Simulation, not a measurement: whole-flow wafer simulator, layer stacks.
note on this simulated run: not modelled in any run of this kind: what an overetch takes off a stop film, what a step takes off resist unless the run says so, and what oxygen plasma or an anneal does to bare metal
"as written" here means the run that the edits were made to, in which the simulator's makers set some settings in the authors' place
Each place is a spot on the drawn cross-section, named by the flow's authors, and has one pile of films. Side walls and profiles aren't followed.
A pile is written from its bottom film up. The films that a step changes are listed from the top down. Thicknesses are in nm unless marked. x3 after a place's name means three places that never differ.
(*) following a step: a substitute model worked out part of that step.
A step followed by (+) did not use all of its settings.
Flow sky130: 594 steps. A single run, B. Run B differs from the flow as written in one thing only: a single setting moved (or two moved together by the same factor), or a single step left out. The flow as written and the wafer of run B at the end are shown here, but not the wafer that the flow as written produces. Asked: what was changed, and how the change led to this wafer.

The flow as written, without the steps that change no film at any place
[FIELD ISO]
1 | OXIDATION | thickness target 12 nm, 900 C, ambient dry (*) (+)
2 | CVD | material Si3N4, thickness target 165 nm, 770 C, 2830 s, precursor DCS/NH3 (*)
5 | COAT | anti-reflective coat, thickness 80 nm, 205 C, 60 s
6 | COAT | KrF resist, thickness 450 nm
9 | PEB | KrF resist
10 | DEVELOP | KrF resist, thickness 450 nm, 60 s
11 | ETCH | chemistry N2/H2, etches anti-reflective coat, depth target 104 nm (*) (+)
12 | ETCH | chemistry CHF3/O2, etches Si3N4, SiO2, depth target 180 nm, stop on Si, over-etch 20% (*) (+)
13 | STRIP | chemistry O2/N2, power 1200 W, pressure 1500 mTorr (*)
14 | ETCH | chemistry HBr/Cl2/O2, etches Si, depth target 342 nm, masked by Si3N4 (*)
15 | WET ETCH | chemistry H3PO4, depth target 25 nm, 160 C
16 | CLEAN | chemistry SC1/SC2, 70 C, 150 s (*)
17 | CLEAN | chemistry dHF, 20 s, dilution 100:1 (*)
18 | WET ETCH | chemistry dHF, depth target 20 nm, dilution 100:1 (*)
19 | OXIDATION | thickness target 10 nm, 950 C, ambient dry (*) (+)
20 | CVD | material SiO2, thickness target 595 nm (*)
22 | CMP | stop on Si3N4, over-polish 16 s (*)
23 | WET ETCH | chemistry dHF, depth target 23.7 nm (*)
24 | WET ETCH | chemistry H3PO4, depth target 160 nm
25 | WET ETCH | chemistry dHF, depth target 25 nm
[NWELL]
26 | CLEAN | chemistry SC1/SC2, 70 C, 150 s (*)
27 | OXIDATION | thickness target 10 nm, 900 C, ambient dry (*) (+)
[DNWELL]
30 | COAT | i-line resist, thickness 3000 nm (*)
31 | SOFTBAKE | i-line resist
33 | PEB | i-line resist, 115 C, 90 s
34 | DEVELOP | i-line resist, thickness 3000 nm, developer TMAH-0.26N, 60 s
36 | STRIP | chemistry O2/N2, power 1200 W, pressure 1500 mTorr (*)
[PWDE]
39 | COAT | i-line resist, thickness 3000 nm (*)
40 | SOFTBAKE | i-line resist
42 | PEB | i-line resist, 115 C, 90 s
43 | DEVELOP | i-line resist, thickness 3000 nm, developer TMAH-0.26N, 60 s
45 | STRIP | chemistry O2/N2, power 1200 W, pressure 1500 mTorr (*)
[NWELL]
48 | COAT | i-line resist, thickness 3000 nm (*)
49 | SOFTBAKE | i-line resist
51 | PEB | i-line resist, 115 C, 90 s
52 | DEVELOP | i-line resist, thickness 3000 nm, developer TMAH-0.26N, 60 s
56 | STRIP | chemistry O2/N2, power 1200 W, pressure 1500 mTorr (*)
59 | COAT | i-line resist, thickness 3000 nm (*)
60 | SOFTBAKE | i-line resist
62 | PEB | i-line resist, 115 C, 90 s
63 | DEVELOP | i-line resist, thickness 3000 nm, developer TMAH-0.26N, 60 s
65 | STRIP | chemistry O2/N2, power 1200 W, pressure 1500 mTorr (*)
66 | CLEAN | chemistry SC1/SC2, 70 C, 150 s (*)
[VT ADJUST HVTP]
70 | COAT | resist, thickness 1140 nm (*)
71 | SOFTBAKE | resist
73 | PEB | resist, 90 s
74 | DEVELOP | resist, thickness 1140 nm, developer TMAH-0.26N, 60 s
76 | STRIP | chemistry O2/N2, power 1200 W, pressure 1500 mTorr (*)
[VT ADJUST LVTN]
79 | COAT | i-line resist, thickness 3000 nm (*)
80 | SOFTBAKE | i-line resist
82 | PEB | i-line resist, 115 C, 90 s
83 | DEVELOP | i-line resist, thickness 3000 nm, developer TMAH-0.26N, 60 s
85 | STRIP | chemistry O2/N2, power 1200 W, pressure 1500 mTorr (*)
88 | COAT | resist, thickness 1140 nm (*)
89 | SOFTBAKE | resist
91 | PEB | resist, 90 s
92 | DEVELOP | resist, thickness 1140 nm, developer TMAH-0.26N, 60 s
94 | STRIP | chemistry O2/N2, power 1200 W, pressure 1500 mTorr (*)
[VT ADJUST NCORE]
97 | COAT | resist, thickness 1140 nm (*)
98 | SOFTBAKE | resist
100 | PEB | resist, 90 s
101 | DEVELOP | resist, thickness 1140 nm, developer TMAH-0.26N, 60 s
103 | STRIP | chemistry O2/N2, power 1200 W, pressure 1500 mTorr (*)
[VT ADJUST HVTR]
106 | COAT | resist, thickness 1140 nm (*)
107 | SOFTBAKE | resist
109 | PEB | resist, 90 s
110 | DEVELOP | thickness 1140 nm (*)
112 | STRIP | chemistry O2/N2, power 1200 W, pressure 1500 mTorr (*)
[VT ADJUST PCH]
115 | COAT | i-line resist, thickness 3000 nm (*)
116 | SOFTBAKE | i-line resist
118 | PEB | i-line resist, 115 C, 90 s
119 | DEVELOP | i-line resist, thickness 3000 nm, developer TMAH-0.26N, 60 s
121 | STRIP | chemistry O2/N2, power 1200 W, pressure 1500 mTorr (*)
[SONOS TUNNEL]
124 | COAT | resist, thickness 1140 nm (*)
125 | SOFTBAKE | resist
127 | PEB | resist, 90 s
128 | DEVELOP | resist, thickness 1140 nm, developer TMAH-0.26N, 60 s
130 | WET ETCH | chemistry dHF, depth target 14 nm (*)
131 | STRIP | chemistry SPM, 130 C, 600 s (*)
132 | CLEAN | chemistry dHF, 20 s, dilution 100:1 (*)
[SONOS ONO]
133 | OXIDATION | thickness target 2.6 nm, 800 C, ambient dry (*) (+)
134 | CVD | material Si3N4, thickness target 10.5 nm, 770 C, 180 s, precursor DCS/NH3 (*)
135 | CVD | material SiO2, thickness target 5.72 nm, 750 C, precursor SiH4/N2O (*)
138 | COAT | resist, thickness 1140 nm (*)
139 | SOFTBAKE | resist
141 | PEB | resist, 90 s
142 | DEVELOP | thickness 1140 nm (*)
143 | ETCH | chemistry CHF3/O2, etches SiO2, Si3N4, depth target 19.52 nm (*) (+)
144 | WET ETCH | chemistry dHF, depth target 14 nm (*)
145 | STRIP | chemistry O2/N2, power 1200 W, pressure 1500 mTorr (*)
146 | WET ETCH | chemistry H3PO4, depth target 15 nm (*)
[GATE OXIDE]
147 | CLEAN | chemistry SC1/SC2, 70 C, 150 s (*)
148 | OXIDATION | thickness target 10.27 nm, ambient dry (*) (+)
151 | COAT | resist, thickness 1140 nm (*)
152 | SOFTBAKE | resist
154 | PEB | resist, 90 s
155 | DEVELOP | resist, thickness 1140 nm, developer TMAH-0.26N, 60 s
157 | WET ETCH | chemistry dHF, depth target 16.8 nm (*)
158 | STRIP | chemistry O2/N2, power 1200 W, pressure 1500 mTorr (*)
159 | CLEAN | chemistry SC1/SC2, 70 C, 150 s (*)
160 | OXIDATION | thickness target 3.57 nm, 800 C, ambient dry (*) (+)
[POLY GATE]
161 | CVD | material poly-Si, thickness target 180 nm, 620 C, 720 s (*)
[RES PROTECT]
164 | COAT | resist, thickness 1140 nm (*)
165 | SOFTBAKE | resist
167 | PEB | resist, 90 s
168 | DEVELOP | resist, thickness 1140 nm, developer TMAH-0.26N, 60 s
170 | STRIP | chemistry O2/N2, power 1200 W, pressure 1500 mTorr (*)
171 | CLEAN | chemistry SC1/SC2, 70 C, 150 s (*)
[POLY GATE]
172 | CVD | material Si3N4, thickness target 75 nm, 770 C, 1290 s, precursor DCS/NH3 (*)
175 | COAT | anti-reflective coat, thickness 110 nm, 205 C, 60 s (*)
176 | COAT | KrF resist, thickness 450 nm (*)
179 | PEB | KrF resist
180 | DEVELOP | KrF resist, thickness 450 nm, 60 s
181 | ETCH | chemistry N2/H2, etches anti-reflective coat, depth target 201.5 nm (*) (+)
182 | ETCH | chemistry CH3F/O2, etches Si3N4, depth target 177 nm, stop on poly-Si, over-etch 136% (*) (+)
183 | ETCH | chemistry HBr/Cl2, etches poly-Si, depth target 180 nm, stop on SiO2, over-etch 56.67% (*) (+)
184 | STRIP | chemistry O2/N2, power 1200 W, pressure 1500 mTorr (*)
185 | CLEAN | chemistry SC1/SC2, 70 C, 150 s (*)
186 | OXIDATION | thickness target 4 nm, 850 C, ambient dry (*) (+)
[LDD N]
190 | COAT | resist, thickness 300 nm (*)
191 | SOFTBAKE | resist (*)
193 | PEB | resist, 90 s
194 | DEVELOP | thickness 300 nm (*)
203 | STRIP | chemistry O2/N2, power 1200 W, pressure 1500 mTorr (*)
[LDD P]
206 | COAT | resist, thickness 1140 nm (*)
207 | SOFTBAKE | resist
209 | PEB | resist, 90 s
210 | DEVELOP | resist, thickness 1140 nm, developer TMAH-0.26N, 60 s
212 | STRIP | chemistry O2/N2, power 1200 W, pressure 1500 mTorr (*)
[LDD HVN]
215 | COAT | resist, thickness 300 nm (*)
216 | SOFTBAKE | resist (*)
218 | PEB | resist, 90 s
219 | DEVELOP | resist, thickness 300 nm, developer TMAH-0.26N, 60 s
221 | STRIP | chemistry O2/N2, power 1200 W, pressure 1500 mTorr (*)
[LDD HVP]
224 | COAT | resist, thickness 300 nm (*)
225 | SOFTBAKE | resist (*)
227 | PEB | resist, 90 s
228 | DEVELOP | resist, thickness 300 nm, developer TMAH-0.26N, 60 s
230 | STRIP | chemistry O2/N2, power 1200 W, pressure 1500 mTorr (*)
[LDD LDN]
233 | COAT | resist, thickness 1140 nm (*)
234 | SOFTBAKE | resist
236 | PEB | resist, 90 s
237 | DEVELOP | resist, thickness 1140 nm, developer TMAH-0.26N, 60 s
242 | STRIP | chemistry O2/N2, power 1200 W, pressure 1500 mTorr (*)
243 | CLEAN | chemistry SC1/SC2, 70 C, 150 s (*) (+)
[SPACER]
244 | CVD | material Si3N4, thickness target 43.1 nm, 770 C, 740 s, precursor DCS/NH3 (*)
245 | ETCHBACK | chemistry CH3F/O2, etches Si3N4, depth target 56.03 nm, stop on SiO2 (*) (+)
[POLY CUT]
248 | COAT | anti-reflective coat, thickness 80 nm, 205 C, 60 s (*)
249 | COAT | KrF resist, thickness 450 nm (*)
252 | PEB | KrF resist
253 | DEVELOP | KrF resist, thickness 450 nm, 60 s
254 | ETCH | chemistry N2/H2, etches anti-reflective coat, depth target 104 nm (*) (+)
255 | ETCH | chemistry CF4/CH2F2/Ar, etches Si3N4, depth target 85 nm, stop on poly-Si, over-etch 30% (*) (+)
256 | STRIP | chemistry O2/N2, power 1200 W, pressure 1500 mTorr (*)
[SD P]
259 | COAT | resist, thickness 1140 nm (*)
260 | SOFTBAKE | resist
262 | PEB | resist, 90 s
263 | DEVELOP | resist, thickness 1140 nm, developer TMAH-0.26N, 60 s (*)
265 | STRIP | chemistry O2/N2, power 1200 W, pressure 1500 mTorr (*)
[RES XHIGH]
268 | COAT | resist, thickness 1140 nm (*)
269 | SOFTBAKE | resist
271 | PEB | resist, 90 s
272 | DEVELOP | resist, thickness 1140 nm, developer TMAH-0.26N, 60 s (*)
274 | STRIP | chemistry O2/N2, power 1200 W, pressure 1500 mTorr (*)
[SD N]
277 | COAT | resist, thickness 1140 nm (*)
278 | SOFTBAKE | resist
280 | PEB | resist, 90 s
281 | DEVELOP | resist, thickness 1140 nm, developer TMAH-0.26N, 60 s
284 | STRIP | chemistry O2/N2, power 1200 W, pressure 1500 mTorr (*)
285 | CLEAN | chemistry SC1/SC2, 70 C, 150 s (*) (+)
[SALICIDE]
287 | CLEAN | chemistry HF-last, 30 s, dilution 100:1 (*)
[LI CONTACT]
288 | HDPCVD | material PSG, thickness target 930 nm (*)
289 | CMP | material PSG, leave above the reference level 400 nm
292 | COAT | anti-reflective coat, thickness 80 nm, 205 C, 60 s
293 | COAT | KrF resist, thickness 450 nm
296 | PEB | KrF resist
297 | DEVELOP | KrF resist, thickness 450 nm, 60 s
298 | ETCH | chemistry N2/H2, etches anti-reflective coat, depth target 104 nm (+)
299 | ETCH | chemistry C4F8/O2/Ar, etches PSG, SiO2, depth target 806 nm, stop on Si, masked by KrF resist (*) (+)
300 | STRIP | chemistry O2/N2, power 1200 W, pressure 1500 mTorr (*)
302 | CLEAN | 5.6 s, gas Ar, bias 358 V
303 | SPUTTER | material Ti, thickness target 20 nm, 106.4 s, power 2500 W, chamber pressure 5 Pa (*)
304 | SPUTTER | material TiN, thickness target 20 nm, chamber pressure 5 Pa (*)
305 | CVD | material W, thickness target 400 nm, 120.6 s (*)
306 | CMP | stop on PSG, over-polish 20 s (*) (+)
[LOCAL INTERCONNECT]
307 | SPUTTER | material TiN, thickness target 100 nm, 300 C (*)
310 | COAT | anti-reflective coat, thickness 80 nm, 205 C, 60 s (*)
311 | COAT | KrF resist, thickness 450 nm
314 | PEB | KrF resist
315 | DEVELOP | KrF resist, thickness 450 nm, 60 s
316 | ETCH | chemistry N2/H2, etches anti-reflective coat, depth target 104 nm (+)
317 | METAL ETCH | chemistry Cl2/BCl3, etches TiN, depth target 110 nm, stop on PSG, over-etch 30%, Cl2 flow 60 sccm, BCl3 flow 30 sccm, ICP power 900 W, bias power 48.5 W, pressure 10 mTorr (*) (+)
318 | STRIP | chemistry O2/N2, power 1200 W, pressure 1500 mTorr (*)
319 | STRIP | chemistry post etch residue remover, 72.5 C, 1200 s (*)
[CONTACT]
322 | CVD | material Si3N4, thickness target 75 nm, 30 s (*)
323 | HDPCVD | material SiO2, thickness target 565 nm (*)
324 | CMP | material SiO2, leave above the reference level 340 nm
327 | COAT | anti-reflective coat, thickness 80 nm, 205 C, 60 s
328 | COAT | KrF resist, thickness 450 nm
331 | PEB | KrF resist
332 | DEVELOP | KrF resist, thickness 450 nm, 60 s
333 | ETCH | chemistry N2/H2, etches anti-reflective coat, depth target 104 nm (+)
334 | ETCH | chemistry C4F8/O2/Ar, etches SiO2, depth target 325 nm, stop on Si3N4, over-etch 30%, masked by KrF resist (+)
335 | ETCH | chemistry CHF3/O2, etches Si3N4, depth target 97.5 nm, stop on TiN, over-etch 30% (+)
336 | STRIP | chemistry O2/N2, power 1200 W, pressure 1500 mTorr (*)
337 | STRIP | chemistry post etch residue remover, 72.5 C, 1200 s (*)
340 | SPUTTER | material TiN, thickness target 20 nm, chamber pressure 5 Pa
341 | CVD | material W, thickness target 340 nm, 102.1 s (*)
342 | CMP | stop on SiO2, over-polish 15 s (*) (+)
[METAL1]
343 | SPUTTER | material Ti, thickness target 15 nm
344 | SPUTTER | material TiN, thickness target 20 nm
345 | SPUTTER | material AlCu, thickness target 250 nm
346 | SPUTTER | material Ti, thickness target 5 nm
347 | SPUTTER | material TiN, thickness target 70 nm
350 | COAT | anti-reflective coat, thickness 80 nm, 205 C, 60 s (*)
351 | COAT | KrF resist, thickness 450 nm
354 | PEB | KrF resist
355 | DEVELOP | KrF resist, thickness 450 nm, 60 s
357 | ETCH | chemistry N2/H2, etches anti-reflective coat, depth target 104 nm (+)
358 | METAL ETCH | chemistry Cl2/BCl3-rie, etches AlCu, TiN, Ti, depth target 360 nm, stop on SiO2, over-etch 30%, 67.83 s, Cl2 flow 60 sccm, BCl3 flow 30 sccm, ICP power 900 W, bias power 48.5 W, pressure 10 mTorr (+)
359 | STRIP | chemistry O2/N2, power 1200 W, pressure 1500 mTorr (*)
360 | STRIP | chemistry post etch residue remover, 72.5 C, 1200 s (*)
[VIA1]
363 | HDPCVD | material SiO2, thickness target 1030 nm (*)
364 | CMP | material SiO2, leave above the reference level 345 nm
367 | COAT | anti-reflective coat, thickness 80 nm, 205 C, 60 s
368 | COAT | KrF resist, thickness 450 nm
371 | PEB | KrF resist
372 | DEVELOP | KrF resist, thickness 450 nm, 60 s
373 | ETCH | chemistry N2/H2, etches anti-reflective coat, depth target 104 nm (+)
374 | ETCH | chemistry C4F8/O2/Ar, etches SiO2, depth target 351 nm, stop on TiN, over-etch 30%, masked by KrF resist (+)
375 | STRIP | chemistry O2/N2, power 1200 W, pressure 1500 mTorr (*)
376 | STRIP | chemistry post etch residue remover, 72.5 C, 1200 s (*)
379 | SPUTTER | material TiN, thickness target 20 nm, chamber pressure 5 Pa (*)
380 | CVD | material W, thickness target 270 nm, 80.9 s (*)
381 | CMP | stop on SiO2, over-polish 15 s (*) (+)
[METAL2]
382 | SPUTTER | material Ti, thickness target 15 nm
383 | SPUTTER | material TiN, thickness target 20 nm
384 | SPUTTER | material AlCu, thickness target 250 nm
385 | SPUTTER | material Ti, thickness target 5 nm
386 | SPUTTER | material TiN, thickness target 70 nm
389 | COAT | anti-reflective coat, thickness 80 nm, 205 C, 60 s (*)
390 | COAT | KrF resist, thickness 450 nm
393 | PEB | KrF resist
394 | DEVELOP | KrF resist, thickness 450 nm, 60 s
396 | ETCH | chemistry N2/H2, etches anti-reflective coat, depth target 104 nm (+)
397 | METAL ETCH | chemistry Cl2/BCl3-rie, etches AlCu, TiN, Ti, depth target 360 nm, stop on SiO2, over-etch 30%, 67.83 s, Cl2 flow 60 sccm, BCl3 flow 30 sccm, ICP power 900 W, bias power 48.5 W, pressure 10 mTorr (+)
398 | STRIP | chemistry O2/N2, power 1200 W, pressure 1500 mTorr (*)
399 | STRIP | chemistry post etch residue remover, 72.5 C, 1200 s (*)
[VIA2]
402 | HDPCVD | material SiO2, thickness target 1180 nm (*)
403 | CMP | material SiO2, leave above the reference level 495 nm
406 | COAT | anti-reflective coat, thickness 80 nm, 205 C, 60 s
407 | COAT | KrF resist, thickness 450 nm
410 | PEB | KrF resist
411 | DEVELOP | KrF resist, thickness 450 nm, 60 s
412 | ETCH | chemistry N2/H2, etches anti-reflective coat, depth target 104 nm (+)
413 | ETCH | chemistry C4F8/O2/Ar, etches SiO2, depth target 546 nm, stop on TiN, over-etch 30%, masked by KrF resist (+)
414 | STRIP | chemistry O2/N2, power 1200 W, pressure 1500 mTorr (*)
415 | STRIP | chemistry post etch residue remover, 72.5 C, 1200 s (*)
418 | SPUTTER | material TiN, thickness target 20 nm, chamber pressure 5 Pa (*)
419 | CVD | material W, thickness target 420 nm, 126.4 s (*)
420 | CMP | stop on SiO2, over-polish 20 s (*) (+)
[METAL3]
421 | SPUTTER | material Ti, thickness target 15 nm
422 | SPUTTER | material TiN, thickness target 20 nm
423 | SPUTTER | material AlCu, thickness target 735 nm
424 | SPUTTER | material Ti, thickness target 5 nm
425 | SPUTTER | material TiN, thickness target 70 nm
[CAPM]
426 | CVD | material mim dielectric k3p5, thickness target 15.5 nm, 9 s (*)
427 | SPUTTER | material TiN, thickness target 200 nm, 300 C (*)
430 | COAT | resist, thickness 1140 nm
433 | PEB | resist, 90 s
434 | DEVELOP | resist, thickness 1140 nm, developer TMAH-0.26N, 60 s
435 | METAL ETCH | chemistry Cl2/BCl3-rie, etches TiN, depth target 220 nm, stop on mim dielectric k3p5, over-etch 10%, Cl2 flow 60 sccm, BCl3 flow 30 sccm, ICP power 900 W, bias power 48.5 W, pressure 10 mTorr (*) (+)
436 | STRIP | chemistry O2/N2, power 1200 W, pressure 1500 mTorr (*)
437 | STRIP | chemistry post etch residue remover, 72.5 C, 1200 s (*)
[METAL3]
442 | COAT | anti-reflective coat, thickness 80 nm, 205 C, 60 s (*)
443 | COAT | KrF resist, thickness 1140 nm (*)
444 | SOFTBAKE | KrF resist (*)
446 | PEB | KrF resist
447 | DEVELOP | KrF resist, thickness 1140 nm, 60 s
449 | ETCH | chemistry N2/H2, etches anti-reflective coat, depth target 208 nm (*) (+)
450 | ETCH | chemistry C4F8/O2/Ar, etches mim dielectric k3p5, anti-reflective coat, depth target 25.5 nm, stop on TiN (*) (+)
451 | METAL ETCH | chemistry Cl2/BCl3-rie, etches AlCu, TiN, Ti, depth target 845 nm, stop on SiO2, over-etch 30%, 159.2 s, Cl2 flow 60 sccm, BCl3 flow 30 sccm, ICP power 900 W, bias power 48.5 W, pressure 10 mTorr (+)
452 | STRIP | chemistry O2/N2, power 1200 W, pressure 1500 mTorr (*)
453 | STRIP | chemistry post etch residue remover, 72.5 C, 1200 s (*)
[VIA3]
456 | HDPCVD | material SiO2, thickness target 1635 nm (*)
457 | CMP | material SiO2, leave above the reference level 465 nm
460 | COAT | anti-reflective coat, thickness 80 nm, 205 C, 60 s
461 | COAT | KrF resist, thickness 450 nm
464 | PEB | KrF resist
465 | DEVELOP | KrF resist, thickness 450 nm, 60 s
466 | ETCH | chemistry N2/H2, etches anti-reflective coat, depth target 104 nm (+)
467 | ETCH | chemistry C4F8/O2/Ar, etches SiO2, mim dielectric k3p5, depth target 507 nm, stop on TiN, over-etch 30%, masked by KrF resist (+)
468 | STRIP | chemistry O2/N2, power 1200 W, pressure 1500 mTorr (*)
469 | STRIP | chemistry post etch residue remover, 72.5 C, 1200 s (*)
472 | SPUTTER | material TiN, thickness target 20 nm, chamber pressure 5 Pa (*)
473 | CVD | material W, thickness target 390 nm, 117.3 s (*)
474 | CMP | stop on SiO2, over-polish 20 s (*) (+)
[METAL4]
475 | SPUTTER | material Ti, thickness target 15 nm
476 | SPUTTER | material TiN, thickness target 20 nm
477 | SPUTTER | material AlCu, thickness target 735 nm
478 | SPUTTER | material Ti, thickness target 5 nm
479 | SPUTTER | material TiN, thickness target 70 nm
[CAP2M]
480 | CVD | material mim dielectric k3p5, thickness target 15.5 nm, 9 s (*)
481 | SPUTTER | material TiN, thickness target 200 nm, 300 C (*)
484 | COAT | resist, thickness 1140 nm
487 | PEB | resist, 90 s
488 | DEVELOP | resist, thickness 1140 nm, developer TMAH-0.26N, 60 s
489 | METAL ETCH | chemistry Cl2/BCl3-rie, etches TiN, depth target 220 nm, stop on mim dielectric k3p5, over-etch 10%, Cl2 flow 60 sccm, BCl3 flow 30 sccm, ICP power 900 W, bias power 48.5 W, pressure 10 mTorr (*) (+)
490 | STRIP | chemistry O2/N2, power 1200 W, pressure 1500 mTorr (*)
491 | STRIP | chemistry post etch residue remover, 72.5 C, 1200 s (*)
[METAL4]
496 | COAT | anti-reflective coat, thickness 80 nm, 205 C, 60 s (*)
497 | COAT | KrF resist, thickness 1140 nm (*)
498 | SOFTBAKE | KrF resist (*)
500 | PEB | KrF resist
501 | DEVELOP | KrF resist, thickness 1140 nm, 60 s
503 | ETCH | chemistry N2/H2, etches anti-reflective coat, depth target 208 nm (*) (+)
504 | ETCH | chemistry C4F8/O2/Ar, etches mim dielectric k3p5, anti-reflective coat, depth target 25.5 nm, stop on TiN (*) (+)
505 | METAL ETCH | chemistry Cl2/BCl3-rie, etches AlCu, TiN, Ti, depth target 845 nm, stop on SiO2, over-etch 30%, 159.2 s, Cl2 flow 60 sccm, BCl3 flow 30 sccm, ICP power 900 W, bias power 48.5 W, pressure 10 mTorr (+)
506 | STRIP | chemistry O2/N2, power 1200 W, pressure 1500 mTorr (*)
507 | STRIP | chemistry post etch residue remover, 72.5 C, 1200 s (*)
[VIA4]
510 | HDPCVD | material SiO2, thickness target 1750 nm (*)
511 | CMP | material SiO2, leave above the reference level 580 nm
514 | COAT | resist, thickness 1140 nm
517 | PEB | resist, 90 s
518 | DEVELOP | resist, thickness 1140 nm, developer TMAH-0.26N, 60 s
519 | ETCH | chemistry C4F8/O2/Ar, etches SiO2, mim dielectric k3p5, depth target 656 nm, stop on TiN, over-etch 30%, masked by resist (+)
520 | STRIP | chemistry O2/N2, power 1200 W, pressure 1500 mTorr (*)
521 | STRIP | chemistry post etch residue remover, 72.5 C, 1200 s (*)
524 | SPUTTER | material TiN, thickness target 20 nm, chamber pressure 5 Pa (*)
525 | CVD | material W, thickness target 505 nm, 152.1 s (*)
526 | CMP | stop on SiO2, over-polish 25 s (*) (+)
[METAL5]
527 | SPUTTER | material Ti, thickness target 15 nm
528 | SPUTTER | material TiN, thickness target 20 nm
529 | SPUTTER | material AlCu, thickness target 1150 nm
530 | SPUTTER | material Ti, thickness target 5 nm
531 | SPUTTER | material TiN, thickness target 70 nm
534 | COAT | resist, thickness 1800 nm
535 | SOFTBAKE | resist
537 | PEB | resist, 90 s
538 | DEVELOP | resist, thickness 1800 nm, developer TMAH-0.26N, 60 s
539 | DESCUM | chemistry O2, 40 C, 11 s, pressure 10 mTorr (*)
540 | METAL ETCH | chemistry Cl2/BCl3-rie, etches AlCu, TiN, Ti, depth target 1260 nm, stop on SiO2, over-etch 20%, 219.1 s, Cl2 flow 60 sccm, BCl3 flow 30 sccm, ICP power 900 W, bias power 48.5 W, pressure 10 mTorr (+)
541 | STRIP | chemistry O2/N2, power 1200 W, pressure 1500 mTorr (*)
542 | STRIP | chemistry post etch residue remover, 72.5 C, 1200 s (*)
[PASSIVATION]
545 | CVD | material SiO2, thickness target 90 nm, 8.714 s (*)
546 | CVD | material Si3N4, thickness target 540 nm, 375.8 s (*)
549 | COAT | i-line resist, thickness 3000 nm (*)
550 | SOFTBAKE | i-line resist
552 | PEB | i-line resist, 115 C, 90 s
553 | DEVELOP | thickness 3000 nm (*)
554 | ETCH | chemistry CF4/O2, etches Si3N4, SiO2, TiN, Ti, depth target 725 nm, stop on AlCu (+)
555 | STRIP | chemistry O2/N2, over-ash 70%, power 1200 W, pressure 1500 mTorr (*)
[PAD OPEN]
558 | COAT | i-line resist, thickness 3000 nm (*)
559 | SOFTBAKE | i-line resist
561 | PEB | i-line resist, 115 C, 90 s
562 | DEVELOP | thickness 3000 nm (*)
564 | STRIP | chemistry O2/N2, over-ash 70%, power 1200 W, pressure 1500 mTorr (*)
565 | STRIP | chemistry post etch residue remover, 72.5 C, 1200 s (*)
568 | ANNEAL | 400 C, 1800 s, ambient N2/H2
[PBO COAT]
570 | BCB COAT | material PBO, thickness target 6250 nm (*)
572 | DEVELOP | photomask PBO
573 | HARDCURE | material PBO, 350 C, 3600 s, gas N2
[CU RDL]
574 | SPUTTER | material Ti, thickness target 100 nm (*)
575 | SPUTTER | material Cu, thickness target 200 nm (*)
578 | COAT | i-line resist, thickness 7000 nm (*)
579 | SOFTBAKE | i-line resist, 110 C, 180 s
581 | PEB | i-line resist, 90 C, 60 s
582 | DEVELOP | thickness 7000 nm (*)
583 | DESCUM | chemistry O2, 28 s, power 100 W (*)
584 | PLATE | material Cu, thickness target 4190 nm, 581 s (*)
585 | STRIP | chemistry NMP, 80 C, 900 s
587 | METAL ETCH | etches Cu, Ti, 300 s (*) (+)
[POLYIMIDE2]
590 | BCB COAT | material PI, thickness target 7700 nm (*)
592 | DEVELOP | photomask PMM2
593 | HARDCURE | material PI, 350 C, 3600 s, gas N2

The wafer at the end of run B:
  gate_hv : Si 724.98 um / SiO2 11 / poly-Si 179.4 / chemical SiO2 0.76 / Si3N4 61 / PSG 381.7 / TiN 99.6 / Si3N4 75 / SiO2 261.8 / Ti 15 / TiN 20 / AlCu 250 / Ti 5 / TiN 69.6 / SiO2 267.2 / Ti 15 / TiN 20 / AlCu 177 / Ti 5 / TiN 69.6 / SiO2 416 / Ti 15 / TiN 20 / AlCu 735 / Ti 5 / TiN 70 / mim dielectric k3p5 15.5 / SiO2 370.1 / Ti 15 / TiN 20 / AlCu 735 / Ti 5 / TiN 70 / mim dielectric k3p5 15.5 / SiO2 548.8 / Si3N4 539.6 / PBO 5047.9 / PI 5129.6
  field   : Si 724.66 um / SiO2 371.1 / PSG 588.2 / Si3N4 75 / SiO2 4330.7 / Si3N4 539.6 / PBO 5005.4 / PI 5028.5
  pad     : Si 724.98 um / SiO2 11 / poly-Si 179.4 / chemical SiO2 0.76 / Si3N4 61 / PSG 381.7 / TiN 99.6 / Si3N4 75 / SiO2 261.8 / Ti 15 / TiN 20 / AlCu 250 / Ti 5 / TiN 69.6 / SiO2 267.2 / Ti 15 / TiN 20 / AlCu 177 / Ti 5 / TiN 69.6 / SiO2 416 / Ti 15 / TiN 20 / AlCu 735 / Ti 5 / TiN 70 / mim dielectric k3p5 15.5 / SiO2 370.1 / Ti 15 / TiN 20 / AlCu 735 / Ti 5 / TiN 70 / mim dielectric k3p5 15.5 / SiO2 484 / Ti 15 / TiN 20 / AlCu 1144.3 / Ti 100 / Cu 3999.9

What caused this: step 384, SPUTTER: thickness target 177 nm was run, though the flow has thickness target 250 nm.
One can read it off the wafer: gate_hv has AlCu 177, and step 384 as written asks for 250 nm.

Step by step, how the change led to this:
  384 | SPUTTER | material AlCu, thickness target 250 nm
      field, active, n_well and 188 more: AlCu gains 177 (new film) (in the flow as written it would be: AlCu gains 250 (new film))
  397 | METAL ETCH | chemistry Cl2/BCl3-rie, etches AlCu, TiN, Ti, depth target 360 nm, stop on SiO2, over-etch 30%, 67.83 s, Cl2 flow 60 sccm, BCl3 flow 30 sccm, ICP power 900 W, bias power 48.5 W, pressure 10 mTorr (+)
      field, active, gate and 82 more: TiN loses 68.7 (all of it), Ti loses 5 (all of it), AlCu loses 177 (all of it), TiN loses 20 (all of it), Ti loses 15 (all of it), SiO2 loses 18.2 (in the flow as written it would be: TiN loses 68.7 (all of it), Ti loses 5 (all of it), AlCu loses 250 (all of it), TiN loses 20 (all of it), Ti loses 15 (all of it), SiO2 loses 10.9)
  403 | CMP | material SiO2, leave above the reference level 495 nm
      field, active, gate and 82 more: SiO2 loses 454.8 (in the flow as written it would be: SiO2 loses 389.1)
